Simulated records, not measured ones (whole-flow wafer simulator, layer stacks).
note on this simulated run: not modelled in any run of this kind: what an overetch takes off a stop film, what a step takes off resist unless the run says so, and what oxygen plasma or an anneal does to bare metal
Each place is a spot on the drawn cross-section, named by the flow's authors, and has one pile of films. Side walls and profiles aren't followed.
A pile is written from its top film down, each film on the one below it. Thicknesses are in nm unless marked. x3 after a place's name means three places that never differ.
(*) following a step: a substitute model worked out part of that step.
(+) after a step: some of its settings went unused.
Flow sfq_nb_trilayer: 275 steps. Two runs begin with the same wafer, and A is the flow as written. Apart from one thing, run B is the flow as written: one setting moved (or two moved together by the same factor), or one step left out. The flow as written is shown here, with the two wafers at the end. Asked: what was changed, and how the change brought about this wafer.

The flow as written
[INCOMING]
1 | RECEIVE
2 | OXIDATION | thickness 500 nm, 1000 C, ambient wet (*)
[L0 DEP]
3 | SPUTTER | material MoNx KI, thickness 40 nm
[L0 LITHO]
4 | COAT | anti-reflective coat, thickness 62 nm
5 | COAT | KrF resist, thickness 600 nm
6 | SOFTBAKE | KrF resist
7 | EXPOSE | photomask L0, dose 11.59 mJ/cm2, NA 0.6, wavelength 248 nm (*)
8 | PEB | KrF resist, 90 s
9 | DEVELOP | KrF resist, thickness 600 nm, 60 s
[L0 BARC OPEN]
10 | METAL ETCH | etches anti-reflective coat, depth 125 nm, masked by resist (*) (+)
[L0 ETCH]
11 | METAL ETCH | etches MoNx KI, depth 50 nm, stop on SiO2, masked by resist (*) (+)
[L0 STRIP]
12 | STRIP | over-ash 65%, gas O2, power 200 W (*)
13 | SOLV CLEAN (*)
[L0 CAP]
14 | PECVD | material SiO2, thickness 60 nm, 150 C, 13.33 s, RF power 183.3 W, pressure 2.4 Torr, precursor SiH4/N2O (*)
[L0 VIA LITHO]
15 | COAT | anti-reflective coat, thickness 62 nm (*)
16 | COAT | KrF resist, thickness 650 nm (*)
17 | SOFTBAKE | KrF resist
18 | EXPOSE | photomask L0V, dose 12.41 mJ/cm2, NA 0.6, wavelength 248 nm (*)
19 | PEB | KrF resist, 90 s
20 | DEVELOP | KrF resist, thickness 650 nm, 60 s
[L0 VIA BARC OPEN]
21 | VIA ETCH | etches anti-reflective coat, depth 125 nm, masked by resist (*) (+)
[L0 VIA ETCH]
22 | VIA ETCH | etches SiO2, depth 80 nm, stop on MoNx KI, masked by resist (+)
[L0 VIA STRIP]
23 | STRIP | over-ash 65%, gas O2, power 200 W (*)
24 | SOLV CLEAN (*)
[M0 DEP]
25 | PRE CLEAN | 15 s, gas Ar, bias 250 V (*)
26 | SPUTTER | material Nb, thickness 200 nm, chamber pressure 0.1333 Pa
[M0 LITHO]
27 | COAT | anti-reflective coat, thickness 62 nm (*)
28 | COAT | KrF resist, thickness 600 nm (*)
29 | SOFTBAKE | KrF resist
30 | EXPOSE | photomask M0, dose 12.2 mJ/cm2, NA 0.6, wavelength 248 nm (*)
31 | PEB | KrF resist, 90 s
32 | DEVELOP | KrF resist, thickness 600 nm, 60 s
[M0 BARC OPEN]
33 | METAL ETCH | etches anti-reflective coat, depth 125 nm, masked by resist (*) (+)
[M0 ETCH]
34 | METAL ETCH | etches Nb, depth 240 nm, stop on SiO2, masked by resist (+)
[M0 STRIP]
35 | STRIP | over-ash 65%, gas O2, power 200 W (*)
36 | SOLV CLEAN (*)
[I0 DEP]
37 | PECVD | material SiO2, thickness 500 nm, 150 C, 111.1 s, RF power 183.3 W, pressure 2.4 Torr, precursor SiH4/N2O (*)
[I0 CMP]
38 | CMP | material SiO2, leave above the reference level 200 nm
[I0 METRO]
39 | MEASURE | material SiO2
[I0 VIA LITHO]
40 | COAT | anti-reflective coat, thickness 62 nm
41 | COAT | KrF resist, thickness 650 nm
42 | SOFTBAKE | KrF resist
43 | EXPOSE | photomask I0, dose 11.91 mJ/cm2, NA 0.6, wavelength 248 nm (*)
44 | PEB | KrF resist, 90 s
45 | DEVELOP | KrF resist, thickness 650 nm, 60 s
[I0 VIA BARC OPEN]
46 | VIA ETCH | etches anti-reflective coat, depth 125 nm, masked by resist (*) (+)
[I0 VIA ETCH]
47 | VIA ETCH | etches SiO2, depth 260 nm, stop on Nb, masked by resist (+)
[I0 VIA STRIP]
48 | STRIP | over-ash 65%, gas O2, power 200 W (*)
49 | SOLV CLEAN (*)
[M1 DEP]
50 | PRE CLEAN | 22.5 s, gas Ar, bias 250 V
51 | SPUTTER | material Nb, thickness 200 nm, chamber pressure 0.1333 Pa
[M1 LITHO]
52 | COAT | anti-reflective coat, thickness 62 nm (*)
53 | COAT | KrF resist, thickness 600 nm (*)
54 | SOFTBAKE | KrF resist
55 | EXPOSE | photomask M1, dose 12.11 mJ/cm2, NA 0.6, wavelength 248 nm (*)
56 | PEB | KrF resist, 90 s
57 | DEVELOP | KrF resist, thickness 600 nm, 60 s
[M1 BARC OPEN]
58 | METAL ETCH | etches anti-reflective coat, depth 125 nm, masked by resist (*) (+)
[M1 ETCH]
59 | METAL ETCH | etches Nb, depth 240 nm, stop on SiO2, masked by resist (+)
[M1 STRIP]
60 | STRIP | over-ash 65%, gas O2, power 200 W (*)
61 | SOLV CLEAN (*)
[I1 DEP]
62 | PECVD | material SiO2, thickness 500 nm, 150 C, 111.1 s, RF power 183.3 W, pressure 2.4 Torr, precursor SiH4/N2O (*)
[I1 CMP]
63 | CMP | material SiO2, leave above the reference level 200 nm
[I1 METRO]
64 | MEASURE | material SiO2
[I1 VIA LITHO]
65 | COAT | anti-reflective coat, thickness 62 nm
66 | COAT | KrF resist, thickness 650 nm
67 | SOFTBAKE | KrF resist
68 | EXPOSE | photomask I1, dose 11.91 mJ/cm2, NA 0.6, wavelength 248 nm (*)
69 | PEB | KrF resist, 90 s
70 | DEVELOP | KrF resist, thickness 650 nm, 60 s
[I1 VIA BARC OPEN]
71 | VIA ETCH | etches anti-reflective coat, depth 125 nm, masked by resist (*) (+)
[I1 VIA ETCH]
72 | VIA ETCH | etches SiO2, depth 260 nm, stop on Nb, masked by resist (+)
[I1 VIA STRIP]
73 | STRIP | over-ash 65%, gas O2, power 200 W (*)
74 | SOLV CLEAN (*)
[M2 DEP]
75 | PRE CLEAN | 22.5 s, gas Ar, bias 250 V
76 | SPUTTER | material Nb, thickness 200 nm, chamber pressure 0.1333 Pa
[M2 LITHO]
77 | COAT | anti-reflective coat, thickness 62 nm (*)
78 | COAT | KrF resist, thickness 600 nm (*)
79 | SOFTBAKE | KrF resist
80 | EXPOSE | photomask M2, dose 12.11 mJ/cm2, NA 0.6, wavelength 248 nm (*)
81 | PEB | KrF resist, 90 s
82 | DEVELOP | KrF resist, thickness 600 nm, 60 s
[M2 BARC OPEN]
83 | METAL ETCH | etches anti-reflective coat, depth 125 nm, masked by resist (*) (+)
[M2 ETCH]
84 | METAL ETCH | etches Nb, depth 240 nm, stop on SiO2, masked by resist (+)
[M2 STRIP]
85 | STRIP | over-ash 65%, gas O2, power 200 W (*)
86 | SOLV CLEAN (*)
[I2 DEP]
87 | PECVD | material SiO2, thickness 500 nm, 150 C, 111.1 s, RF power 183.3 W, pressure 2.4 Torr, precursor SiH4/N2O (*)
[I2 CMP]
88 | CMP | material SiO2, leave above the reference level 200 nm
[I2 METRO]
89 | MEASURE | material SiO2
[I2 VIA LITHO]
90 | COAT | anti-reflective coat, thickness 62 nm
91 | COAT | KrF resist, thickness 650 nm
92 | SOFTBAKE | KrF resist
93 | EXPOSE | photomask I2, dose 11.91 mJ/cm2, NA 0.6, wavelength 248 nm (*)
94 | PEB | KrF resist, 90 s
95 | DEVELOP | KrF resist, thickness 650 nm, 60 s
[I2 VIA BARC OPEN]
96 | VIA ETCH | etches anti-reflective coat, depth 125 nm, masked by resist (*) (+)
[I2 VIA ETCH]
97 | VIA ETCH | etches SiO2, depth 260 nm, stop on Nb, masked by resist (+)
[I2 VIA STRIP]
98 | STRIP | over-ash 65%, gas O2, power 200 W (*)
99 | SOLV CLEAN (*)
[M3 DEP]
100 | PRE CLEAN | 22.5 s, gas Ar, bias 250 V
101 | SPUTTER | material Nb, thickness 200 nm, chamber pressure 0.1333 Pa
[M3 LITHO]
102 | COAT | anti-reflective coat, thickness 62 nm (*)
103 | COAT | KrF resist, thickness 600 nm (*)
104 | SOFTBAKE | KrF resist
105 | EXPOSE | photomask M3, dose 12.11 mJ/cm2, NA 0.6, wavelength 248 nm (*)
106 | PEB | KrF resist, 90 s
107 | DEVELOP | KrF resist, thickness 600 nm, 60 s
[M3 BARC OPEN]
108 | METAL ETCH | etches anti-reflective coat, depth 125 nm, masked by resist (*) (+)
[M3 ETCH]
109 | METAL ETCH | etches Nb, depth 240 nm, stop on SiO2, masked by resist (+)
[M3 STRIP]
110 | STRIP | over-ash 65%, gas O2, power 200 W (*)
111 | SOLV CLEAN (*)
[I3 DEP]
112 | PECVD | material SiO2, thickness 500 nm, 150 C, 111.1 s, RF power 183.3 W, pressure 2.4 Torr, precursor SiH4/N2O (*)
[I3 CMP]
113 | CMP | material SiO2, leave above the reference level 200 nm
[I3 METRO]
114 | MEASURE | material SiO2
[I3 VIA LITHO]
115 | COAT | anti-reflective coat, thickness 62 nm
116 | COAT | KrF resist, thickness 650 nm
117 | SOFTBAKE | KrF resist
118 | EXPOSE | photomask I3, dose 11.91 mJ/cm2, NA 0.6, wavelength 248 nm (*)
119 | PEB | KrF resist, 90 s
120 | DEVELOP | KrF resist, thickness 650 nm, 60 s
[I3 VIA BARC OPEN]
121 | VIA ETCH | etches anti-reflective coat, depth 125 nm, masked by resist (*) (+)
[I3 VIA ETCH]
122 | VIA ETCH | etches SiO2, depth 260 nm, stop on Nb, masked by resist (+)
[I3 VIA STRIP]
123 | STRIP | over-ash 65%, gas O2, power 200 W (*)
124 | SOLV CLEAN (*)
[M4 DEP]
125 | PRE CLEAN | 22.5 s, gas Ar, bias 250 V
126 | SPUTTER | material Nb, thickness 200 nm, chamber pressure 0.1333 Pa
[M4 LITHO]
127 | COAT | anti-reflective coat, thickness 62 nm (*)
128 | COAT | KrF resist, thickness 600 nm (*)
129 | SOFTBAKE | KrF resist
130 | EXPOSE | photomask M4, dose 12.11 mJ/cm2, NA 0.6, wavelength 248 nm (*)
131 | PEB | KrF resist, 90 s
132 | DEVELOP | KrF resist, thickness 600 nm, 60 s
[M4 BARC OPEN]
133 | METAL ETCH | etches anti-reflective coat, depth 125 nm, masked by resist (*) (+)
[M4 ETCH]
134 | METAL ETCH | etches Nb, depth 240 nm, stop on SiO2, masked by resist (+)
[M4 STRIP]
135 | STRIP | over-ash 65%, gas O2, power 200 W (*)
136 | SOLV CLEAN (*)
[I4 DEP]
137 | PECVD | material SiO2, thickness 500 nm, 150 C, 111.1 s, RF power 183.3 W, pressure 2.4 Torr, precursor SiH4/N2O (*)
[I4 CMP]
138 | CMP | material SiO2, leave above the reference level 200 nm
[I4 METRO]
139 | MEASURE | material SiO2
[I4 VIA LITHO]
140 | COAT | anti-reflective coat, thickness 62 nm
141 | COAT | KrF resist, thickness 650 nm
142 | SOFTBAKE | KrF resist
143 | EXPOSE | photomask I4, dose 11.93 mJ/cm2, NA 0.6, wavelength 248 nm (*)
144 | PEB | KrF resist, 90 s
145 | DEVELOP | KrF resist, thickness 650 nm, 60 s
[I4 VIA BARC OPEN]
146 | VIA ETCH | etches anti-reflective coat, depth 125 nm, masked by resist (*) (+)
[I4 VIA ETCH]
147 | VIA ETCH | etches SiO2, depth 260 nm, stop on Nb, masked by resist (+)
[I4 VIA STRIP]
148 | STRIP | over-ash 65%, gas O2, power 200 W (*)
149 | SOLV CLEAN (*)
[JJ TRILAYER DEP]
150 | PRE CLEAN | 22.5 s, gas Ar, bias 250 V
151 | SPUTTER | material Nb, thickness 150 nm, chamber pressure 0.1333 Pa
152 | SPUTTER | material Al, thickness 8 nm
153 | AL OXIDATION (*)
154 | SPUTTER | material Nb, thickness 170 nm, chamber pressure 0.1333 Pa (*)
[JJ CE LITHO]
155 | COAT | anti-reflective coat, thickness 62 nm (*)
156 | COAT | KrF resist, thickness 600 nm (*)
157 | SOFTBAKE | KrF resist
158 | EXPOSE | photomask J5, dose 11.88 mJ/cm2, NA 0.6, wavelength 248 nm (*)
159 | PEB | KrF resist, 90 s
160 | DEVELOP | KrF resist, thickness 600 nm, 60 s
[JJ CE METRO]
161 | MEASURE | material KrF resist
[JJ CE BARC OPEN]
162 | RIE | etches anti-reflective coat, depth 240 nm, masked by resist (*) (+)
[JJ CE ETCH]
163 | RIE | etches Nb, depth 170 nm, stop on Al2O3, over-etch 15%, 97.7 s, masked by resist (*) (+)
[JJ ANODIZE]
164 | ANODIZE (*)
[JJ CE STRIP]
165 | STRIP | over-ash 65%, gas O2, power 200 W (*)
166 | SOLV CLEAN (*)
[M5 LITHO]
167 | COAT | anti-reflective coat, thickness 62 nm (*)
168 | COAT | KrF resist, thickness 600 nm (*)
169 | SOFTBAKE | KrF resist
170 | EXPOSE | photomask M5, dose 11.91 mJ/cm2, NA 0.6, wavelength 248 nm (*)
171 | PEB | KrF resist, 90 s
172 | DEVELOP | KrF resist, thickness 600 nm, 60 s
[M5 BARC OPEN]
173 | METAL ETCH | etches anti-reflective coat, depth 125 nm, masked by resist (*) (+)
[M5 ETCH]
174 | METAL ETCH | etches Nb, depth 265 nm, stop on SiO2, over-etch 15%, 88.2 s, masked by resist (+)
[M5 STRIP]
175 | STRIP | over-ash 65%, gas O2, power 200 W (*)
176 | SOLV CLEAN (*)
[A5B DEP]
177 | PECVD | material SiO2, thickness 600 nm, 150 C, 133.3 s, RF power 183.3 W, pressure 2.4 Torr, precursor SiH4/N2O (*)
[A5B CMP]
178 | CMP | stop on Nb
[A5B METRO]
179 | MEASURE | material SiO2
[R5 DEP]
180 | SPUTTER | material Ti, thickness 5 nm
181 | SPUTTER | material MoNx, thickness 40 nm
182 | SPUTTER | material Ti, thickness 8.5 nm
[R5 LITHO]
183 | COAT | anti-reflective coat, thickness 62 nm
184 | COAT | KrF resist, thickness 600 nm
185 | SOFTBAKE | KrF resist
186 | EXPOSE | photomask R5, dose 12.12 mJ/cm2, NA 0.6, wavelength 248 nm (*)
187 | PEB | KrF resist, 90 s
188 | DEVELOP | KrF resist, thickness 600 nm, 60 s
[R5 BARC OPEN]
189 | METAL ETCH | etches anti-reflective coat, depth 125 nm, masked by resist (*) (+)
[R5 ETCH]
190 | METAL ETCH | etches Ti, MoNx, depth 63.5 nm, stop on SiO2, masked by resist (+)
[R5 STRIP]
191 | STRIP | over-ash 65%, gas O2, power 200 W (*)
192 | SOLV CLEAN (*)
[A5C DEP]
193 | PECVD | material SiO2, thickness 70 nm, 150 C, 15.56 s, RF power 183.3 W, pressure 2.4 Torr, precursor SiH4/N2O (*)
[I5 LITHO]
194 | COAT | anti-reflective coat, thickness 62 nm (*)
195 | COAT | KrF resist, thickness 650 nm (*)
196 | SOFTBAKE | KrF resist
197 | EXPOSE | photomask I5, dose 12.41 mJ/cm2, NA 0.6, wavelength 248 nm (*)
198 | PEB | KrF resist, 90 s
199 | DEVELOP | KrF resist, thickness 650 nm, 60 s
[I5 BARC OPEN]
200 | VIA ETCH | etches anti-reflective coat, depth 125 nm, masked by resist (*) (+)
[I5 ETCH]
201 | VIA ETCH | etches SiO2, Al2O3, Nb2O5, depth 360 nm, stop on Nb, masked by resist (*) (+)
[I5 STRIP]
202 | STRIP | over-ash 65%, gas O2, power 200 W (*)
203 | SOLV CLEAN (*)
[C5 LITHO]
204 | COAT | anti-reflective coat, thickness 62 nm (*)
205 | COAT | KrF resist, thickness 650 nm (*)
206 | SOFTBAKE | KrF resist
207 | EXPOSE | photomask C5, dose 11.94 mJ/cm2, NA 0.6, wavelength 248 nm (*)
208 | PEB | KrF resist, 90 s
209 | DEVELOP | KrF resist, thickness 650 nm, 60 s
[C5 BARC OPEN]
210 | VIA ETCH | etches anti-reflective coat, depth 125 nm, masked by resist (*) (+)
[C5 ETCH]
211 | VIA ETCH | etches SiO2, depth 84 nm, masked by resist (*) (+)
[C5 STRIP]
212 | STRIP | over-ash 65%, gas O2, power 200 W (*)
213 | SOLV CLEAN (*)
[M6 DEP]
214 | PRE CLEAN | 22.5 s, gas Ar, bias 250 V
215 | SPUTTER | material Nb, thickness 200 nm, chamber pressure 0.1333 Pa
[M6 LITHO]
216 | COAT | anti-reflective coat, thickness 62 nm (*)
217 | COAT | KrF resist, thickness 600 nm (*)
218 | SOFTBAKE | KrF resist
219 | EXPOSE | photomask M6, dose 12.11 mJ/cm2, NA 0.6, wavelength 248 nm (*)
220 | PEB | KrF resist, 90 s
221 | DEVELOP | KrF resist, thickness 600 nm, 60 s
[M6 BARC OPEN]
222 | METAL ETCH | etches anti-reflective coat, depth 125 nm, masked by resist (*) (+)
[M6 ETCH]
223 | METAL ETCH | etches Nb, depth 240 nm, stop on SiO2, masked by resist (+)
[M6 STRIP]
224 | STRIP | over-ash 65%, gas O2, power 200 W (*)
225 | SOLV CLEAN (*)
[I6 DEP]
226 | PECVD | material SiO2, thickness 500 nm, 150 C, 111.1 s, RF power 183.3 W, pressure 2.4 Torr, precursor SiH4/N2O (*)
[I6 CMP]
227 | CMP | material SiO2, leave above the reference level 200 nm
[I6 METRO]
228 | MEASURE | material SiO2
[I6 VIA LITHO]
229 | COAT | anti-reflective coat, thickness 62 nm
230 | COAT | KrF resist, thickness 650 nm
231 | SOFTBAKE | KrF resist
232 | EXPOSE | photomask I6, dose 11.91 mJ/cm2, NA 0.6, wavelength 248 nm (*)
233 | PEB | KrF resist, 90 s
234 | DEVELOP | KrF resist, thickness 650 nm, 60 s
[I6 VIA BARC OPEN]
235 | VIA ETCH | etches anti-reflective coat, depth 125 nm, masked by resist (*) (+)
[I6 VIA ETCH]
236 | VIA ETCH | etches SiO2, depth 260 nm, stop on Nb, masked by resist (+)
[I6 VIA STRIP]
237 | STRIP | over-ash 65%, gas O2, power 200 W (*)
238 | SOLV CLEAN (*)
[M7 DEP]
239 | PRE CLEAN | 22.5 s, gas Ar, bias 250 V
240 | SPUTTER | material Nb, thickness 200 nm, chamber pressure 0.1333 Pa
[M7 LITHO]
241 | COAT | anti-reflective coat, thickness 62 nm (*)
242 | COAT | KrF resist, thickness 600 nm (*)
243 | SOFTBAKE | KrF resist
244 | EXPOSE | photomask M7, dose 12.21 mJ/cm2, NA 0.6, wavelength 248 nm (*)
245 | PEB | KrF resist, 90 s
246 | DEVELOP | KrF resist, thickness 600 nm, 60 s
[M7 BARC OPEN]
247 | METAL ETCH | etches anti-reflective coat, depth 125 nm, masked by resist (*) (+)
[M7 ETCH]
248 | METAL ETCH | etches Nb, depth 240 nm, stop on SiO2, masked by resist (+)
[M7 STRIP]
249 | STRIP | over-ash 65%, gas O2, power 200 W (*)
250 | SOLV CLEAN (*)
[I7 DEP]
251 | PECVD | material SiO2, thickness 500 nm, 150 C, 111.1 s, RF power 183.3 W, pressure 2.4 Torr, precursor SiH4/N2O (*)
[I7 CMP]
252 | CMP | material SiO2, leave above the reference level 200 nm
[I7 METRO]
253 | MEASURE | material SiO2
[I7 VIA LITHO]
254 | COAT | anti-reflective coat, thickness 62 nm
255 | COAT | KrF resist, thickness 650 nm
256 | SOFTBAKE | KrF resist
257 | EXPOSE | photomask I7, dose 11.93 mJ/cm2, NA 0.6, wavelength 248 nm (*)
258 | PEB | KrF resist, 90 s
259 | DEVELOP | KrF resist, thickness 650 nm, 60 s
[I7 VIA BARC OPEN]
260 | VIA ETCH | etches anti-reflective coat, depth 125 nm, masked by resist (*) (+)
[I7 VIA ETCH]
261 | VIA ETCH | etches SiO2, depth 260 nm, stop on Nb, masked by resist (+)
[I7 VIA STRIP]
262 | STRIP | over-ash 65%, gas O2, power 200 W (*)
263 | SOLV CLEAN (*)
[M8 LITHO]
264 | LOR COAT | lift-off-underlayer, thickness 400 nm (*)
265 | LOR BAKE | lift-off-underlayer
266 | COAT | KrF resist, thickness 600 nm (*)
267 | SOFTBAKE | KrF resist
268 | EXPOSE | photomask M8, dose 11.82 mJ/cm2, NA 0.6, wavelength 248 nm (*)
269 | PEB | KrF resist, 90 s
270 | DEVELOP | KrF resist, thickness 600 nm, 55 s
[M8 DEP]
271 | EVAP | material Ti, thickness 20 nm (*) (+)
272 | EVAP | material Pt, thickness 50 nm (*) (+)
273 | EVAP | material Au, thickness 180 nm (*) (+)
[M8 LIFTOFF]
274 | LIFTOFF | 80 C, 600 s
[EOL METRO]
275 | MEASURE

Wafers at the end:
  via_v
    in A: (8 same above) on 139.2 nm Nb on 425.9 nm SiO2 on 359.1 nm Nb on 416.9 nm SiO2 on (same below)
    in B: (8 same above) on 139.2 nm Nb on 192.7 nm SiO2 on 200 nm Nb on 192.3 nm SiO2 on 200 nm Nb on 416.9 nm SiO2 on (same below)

Cause: step 122, VIA ETCH: etches SiO2, depth 260 nm, stop on Nb, masked by resist (+), was omitted.

How this came from the change, step by step:
  123 | STRIP | over-ash 65%, gas O2, power 200 W (*)
      field_l, v_sur, via_wl and 102 more: A KrF resist loses 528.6 (all of it), anti-reflective coat loses 62 (all of it) | B KrF resist loses 573.4 (all of it), anti-reflective coat loses 62 (all of it)
  125 | PRE CLEAN | 22.5 s, gas Ar, bias 250 V
      via_v: A Nb loses 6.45 | B SiO2 loses 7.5
  126 | SPUTTER | material Nb, thickness 200 nm, chamber pressure 0.1333 Pa
      via_v: A Nb gains 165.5 | B Nb gains 200 (new film)
  127 | COAT | anti-reflective coat, thickness 62 nm (*)
      via_sp: A anti-reflective coat gains 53 (new film) | B anti-reflective coat gains 62 (new film)
      via_v: A anti-reflective coat gains 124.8 (new film) | B anti-reflective coat gains 62.1 (new film)
      (and at 1 other place as well)
  128 | COAT | KrF resist, thickness 600 nm (*)
      via_v: A KrF resist gains 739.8 (new film) | B KrF resist gains 600.1 (new film)
  135 | STRIP | over-ash 65%, gas O2, power 200 W (*)
      via_wr: A KrF resist loses 374.3 (all of it), anti-reflective coat loses 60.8 (all of it) | B KrF resist loses 382.4 (all of it), anti-reflective coat loses 62 (all of it)
      via_sp: A KrF resist loses 373.9 (all of it), anti-reflective coat loses 53 (all of it) | B KrF resist loses 382.4 (all of it), anti-reflective coat loses 62 (all of it)
      (and at 2 other places as well)
  137 | PECVD | material SiO2, thickness 500 nm, 150 C, 111.1 s, RF power 183.3 W, pressure 2.4 Torr, precursor SiH4/N2O (*)
      via_v: A SiO2 gains 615 (new film) | B SiO2 gains 500 (new film)
  138 | CMP | material SiO2, leave above the reference level 200 nm
      via_v: A SiO2 loses 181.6 | B SiO2 loses 299.8
Taking metal films that touch as one body, via_v has 7 bodies (between them, from the top down: SiO2 437.8; SiO2 209 / Al2O3 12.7 / Nb2O5 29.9; SiO2 192.7; SiO2 192.3; SiO2 416.9; SiO2 192.5); the flow as written gives 6 bodies (between them, from the top down: SiO2 437.8; SiO2 209 / Al2O3 12.7 / Nb2O5 29.9; SiO2 425.9; SiO2 416.9; SiO2 192.5).
